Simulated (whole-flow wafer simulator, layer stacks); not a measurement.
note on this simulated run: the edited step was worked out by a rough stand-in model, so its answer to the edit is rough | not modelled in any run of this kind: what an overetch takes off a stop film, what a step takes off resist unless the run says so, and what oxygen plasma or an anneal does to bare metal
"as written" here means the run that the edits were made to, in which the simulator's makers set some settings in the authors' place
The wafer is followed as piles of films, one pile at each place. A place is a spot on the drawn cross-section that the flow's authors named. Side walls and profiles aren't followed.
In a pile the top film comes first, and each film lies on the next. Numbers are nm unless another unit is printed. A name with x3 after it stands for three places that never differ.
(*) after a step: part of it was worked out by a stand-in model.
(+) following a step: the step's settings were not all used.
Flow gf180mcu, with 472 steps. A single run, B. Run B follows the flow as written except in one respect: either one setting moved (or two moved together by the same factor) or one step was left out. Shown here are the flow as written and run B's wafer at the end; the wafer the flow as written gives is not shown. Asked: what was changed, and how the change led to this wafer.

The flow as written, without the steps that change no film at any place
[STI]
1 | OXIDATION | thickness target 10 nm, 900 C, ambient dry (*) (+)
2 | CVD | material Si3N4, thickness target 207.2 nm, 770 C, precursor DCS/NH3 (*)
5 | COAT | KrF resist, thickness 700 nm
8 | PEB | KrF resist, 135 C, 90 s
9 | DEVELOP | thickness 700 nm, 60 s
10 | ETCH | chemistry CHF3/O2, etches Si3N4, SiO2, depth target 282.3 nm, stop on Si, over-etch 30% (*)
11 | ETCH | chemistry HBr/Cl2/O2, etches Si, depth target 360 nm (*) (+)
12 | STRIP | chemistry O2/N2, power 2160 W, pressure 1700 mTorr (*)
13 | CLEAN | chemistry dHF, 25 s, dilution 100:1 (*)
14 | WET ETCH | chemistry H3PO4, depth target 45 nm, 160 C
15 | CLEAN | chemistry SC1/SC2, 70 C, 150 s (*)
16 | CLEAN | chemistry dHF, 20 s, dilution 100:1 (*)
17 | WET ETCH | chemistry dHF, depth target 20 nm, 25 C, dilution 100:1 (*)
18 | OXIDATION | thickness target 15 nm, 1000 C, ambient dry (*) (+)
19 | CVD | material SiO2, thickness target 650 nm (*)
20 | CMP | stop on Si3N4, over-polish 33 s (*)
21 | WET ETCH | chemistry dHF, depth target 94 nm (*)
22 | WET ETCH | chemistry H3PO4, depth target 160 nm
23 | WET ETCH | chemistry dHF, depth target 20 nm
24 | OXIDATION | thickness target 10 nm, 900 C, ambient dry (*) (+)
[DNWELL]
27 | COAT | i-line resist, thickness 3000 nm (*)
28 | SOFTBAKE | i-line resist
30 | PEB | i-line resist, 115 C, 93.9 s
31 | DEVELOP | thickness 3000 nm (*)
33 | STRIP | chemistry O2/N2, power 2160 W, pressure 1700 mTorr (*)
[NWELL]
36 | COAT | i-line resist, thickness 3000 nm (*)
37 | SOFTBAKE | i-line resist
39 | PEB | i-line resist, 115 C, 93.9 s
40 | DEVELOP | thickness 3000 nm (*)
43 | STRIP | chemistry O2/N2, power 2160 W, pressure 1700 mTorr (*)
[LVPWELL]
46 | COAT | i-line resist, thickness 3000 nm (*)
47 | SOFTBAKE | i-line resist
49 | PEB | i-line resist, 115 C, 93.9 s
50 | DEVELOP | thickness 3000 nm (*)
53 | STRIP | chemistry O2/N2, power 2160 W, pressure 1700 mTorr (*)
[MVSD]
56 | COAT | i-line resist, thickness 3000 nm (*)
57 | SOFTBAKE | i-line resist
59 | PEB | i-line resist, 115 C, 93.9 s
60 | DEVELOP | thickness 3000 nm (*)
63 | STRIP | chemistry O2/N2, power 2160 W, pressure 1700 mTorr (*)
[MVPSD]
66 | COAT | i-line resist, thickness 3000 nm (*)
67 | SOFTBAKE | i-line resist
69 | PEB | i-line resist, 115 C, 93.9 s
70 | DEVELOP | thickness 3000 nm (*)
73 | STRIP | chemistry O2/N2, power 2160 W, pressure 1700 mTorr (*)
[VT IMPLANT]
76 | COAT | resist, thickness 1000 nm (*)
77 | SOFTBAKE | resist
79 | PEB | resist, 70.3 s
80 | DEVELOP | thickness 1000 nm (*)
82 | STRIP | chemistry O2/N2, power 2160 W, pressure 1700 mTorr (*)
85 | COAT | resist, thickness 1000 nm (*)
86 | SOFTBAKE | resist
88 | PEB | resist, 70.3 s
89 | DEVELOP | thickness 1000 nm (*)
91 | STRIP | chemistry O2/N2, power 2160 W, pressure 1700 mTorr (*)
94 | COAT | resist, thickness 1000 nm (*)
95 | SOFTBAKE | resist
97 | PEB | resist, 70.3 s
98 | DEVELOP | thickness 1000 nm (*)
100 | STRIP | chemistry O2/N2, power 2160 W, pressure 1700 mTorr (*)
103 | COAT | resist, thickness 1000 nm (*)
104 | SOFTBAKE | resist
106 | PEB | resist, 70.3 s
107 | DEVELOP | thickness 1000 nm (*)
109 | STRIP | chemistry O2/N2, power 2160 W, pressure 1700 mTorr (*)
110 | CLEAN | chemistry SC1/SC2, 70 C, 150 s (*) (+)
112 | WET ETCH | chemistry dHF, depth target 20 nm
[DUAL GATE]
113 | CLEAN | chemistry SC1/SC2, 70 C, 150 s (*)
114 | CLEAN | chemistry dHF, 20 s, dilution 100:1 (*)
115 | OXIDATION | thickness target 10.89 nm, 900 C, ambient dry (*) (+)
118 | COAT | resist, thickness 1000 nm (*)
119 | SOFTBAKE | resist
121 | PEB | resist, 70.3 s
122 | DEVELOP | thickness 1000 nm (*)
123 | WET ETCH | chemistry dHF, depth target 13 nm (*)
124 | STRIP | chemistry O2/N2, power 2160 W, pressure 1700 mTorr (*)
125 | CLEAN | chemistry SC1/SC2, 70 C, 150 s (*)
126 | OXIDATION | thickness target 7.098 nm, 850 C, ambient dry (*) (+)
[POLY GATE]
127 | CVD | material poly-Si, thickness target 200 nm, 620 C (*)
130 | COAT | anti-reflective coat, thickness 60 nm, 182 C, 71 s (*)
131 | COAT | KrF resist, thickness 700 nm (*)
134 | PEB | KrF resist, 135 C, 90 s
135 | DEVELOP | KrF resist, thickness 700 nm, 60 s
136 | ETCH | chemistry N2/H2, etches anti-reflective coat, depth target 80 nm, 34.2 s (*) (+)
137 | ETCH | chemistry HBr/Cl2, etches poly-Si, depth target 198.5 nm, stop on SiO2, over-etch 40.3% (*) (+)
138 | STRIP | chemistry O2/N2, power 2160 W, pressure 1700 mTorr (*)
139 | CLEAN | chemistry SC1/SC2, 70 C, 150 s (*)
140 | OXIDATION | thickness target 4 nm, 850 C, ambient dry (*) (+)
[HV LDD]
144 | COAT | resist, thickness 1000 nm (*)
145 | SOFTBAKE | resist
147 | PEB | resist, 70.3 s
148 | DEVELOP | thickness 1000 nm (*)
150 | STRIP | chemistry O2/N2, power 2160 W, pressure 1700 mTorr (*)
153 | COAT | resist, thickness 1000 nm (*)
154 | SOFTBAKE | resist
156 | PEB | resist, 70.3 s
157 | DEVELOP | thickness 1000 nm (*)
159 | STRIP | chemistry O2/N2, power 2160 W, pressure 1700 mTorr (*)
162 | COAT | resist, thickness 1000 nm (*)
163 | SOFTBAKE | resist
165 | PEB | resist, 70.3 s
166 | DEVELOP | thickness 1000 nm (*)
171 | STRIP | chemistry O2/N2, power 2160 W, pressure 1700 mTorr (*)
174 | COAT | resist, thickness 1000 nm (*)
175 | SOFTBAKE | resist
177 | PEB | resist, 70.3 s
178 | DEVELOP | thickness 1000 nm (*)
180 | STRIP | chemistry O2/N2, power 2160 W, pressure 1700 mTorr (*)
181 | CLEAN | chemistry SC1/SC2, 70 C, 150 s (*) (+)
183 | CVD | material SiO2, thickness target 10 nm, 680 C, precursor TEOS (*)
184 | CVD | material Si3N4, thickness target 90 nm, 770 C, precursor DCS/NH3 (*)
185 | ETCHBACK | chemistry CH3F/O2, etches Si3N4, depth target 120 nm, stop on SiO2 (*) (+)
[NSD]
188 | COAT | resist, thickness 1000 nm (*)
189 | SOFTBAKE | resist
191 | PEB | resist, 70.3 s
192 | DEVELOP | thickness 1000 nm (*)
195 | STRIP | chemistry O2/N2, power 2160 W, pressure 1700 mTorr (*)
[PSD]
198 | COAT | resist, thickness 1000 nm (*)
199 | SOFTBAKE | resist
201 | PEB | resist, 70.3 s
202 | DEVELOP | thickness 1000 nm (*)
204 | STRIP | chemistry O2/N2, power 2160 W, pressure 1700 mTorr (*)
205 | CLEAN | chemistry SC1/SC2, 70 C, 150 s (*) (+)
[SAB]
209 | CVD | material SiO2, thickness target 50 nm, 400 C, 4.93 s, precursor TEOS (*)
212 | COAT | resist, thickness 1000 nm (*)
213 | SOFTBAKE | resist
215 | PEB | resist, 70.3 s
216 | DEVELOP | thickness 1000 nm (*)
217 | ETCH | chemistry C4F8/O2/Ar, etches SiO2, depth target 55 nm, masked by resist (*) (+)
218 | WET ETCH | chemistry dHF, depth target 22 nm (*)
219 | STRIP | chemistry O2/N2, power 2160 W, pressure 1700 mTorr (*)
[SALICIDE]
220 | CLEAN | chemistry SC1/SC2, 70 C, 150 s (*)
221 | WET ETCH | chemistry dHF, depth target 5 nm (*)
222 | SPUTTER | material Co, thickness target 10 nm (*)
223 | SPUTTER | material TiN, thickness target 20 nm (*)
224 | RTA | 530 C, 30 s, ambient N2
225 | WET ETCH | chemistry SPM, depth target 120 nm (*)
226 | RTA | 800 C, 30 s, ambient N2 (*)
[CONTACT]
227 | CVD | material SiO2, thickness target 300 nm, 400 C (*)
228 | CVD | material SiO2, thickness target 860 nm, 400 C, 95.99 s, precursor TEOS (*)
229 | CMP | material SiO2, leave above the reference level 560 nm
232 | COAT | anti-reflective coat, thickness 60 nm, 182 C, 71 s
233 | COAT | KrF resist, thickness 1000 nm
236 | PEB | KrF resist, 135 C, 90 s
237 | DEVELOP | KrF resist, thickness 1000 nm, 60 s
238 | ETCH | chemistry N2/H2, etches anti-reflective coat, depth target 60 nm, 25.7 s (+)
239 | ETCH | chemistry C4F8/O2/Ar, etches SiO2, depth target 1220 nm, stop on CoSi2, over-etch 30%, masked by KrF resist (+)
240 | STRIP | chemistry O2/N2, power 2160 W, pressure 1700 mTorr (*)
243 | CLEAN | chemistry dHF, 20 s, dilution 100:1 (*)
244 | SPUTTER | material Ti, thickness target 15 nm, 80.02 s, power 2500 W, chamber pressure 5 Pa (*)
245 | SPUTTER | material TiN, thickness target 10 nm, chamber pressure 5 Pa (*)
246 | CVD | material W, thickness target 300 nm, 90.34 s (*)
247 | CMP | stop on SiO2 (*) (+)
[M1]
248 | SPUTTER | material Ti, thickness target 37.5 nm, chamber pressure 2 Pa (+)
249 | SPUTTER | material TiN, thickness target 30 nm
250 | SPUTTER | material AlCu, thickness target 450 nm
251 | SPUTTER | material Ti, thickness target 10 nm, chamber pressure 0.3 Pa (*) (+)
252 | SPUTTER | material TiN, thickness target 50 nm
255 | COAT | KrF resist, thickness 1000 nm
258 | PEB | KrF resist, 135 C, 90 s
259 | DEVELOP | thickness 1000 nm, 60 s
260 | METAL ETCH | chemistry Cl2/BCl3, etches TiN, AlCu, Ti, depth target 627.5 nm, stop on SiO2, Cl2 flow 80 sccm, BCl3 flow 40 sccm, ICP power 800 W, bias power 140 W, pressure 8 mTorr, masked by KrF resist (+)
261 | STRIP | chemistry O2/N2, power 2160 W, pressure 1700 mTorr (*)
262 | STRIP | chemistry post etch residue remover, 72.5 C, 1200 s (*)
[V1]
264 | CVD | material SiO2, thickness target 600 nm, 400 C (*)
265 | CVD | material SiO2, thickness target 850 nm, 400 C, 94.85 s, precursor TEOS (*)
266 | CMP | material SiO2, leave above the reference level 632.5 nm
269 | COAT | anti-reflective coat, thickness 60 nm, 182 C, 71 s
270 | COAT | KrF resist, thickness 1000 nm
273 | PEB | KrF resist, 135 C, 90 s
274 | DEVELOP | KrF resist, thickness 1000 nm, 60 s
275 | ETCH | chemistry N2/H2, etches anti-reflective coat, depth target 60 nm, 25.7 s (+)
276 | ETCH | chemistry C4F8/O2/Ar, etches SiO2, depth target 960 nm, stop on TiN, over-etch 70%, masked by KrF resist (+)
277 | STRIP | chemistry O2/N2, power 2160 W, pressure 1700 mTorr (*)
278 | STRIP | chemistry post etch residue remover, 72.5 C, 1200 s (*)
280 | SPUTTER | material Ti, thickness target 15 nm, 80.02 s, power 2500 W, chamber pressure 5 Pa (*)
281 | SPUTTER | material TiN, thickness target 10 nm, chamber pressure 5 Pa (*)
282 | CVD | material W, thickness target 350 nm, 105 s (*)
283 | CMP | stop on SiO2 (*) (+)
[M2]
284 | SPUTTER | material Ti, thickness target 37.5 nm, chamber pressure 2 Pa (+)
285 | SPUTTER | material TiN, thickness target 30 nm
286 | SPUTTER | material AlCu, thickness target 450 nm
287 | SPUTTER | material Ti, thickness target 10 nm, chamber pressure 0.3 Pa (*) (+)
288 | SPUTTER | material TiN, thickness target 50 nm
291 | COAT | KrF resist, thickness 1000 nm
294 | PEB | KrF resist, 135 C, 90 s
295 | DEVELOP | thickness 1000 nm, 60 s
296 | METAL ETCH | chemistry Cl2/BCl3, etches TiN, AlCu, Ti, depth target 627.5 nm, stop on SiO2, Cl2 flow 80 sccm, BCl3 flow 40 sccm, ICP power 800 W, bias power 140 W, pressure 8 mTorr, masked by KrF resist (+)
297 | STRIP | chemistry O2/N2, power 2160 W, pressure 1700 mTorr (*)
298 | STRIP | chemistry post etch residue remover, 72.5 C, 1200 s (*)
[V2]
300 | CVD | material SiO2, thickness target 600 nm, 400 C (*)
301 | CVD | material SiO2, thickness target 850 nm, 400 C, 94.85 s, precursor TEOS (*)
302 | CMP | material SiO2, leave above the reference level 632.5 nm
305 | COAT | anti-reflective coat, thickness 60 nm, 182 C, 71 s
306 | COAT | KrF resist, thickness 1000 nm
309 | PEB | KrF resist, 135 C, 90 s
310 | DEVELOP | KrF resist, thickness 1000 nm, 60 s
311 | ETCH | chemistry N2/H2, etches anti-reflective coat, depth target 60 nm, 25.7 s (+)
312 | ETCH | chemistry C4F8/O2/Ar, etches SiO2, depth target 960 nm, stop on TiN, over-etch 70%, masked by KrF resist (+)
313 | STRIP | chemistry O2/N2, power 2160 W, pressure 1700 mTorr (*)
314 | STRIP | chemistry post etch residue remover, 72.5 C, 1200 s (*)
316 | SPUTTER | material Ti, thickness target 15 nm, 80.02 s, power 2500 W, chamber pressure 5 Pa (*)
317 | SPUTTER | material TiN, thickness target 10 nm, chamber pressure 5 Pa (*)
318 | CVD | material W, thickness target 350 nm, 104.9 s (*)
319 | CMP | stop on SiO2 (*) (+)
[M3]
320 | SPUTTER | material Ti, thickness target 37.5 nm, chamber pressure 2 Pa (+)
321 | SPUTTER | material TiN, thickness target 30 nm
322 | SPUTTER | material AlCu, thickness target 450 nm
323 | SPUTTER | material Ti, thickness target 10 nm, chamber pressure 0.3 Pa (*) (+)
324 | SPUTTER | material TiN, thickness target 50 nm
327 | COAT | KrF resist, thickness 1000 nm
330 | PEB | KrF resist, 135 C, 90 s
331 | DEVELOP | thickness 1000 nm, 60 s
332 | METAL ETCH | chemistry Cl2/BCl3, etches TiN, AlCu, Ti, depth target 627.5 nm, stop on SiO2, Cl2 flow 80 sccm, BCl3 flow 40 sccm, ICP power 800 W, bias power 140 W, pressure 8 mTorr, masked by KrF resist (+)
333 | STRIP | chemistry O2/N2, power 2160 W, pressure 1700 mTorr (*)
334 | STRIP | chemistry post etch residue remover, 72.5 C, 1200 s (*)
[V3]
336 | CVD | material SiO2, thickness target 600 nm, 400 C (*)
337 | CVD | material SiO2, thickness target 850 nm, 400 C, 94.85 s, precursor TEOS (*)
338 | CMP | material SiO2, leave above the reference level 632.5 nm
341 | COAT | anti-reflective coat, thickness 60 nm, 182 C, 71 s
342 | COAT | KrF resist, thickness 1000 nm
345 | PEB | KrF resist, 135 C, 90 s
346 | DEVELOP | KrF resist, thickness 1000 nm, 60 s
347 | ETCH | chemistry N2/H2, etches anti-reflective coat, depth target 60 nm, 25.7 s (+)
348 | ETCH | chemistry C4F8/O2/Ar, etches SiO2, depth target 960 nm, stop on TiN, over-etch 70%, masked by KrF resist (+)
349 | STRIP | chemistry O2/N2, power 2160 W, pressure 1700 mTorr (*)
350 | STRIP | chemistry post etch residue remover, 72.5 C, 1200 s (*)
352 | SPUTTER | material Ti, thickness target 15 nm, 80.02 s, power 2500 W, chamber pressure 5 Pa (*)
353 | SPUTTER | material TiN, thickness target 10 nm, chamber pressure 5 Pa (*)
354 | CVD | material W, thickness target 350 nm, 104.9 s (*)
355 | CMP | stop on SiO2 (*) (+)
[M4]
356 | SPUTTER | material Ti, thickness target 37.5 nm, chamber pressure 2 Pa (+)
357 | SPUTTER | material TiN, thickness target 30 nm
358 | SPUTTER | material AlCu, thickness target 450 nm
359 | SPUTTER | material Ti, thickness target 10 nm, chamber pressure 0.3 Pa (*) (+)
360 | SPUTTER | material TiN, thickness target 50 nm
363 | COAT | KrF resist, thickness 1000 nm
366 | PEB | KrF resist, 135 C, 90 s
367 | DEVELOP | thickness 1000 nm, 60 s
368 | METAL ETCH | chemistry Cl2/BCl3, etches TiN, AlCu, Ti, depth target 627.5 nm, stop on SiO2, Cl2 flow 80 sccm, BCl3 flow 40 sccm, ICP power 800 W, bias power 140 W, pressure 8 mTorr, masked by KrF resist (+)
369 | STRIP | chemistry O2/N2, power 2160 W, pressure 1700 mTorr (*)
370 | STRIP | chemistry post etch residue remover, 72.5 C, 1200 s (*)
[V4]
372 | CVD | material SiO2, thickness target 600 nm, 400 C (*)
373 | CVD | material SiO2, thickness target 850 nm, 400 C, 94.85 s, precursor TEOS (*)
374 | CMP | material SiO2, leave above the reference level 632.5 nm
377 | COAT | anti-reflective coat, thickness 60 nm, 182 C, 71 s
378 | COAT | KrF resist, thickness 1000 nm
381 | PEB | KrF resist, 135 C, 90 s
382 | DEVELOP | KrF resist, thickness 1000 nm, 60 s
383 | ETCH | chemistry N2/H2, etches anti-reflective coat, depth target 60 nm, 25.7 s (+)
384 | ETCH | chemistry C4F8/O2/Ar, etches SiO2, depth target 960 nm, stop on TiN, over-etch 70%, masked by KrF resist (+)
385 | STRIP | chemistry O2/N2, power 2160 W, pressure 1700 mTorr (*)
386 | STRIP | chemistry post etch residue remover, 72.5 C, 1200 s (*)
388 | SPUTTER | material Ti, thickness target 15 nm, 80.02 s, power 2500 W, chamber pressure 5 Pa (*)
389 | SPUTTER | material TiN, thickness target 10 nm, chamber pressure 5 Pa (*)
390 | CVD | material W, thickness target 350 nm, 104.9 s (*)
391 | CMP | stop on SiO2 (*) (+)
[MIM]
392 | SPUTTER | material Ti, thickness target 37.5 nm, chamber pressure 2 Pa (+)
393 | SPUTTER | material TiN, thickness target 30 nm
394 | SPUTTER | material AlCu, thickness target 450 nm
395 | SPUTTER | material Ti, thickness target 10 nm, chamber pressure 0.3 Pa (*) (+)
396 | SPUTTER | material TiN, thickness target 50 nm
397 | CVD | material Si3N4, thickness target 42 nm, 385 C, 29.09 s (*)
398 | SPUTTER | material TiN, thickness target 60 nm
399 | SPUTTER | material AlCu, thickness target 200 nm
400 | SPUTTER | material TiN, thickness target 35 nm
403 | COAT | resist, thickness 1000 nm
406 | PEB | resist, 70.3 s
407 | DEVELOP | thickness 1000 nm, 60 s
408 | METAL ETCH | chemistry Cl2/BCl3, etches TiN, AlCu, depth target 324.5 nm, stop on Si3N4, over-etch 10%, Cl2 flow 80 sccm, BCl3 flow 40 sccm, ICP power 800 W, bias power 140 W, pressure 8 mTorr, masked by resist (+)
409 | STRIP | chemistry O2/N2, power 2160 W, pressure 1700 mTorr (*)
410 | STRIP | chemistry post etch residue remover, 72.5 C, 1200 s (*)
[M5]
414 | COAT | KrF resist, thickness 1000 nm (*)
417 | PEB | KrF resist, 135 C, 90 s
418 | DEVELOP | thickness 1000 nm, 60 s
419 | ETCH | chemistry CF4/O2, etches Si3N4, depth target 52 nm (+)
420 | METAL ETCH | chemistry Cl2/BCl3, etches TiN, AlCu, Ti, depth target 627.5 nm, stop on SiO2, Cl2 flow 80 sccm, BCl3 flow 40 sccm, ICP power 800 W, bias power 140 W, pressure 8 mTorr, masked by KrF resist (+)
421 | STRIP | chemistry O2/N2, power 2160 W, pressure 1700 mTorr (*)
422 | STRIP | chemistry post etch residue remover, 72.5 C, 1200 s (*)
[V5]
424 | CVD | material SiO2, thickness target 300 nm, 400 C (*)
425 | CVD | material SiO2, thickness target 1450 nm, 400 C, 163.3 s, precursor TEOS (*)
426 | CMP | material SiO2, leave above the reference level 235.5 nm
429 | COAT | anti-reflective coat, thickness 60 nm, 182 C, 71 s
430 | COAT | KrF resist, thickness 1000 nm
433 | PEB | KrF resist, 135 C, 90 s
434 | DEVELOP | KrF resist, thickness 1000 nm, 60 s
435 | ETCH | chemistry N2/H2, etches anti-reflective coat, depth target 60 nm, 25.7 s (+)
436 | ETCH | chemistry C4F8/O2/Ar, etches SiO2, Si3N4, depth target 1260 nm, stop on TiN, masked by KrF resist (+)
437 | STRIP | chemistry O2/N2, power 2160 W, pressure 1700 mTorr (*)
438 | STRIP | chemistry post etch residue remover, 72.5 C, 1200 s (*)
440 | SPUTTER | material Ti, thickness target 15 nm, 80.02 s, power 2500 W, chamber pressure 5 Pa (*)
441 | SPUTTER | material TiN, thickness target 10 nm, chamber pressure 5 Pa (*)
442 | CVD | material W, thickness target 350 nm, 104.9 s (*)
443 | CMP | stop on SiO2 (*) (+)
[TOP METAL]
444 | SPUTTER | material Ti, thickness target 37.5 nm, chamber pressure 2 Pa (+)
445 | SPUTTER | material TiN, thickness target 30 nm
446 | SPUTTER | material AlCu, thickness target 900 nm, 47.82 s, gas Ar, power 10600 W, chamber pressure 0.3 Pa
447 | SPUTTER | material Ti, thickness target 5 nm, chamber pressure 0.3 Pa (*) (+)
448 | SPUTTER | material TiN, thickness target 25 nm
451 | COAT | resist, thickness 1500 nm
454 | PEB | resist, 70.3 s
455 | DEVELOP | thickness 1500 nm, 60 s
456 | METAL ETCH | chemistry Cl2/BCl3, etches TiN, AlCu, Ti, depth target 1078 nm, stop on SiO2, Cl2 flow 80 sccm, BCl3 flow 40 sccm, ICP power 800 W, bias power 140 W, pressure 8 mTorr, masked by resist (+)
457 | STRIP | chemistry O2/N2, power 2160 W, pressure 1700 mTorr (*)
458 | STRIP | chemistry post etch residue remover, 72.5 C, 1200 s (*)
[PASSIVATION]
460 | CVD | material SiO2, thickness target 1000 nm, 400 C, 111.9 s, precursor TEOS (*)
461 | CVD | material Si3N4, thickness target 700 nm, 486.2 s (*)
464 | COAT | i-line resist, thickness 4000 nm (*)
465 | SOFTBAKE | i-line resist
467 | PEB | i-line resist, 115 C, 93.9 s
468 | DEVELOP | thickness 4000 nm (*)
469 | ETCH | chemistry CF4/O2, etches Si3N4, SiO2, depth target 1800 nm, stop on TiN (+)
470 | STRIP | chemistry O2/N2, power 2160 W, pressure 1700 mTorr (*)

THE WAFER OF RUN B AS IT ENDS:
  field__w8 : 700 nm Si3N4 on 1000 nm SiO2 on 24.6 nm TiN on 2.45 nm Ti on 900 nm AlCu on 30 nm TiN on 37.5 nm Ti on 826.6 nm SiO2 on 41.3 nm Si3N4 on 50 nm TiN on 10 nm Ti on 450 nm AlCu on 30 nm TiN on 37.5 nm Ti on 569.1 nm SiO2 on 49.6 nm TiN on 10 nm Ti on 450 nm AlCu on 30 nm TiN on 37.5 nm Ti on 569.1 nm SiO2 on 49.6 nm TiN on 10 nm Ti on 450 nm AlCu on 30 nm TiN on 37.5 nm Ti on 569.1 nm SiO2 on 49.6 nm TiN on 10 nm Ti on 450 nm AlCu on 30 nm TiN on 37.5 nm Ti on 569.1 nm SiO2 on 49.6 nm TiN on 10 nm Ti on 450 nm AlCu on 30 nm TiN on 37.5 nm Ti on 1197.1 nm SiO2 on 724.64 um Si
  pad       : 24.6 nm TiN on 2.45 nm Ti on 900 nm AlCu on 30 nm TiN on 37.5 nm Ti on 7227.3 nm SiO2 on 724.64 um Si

What caused this: step 447, SPUTTER: thickness target 2.45 nm was run, whereas the flow has thickness target 5 nm.
The wafer lets one read it off: field__w8 has Ti 2.45, and step 447 as written asks for 5 nm.

Step by step, how the change led to this:
  447 | SPUTTER | material Ti, thickness target 5 nm, chamber pressure 0.3 Pa (*) (+)
      field, field__w1, field__w2 and 109 more: +2.45 Ti (new film) (as written it would have been: +5 Ti (new film))
  456 | METAL ETCH | chemistry Cl2/BCl3, etches TiN, AlCu, Ti, depth target 1078 nm, stop on SiO2, Cl2 flow 80 sccm, BCl3 flow 40 sccm, ICP power 800 W, bias power 140 W, pressure 8 mTorr, masked by resist (+)
      field, field__w1, field__w2 and 103 more: -25 TiN (all of it), -2.45 Ti (all of it), -900 AlCu (all of it), -30 TiN (all of it), -37.5 Ti (all of it) (as written it would have been: -25 TiN (all of it), -5 Ti (all of it), -900 AlCu (all of it), -30 TiN (all of it), -37.5 Ti (all of it))
